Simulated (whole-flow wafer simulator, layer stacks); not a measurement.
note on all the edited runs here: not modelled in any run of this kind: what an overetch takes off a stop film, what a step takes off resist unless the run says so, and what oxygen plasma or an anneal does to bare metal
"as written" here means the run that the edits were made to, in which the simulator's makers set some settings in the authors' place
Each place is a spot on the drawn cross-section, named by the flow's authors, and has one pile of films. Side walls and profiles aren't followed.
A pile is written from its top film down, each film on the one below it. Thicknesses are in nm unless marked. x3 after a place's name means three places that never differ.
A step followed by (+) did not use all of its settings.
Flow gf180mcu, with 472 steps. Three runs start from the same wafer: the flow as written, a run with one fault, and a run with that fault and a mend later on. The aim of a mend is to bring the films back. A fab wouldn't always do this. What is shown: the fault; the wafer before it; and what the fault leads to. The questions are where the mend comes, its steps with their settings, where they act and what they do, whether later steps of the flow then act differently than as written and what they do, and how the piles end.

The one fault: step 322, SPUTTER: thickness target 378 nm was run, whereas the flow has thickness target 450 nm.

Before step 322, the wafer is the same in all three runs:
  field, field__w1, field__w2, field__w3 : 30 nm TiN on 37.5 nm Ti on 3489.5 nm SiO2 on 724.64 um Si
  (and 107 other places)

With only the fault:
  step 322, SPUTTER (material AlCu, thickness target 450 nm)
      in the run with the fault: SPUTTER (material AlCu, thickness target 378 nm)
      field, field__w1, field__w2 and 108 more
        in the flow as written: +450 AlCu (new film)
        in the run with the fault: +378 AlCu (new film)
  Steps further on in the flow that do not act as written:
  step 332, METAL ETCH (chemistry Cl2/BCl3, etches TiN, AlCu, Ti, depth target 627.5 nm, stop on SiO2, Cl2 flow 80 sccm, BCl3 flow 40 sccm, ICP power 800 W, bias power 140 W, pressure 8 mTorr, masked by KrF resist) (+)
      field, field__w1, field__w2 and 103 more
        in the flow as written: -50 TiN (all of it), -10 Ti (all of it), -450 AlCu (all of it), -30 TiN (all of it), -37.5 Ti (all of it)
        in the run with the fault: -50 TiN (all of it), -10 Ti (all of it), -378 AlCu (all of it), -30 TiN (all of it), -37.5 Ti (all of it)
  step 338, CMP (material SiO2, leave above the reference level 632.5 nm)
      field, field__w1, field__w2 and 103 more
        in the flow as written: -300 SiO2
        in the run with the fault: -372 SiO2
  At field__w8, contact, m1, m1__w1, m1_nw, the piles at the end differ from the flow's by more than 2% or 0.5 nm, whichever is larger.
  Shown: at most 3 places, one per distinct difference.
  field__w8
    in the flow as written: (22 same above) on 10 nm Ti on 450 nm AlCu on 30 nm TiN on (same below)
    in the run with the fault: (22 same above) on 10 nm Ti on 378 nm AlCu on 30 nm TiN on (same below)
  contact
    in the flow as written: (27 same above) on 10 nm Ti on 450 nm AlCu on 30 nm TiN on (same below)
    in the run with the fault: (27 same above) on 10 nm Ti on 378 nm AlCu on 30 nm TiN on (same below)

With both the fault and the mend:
  After step 322 comes the mend.
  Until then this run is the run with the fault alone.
  step 322a, SPUTTER (material AlCu, thickness target 72 nm) (the flow's step 322, run once more with other settings)
      field, field__w1, field__w2 and 108 more
        +72 AlCu
  Every later step of the flow that is run acts as written at every place that is followed.
  By the end, the piles equal the flow's at every place that both follow.
